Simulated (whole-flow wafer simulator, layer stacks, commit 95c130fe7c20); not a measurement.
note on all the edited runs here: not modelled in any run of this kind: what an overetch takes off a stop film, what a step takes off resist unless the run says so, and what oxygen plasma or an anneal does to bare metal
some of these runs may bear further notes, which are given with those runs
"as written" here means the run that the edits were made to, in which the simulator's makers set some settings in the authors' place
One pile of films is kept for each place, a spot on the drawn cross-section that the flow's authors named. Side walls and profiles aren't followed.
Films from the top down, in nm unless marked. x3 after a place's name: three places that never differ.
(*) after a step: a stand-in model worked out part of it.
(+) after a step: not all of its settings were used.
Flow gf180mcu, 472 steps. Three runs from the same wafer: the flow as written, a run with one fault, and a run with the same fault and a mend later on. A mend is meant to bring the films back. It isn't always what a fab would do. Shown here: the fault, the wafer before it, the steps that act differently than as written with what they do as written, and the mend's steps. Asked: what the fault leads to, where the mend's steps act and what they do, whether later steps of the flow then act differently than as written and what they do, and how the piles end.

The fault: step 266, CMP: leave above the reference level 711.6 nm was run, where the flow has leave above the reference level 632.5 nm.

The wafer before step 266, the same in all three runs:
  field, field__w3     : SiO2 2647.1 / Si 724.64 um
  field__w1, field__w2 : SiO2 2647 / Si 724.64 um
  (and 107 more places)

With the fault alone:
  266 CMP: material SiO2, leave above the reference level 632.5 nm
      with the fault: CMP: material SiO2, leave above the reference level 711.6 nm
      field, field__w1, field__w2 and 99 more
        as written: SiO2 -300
        with the fault: SiO2 -220.9
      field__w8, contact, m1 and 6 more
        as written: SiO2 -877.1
        with the fault: SiO2 -798
  Later steps of the flow that act differently than as written (2 more steps differ only slightly, by at most 2% or 0.5 nm, whichever is larger, and aren't shown):
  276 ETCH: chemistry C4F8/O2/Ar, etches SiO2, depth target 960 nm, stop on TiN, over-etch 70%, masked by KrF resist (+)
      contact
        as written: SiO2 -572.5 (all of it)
        with the fault: SiO2 -651.6 (all of it)
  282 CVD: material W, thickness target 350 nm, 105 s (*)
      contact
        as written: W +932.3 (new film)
        with the fault: W +1012.1 (new film)
  At the end the piles differ from the flow's by more than 2% or 0.5 nm, whichever is larger, at field__w8, contact, m1, m1__w1, m1_nw.
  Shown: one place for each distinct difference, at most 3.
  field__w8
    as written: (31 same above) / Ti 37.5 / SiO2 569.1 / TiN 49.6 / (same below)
    with the fault: (31 same above) / Ti 37.5 / SiO2 648.2 / TiN 49.6 / (same below)
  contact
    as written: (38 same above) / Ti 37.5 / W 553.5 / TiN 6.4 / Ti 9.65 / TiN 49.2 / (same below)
    with the fault: (38 same above) / Ti 37.5 / W 633.3 / TiN 6.11 / Ti 9.22 / TiN 49.2 / (same below)

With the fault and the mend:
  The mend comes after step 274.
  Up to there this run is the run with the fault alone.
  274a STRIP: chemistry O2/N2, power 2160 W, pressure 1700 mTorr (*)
      field, field__w1, field__w2 and 107 more
        KrF resist -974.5 (all of it), anti-reflective coat -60 (all of it)
      contact
        anti-reflective coat -60 (all of it)
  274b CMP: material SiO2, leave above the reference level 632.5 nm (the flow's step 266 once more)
      field, field__w1, field__w2 and 108 more
        SiO2 -79.1
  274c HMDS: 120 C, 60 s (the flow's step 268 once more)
      changes no film at any place that is followed
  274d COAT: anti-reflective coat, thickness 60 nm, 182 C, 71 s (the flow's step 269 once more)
      field, field__w1, field__w2 and 108 more
        anti-reflective coat +60 (new film)
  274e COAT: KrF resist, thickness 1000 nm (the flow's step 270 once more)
      field, field__w1, field__w2 and 108 more
        KrF resist +1000 (new film)
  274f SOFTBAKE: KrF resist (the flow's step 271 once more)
      changes no film at any place that is followed
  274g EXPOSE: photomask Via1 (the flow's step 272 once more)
      changes no film at any place that is followed
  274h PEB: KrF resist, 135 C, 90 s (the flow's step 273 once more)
      field, field__w1, field__w2 and 108 more
        KrF resist -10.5
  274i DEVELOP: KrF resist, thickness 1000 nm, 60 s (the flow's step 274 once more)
      field, field__w1, field__w2 and 107 more
        KrF resist -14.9
      contact
        KrF resist -989.5 (all of it)
  No later step of the flow acts differently than as written at any place that is followed.
  At the end the piles are the same as the flow's at every place that both follow.
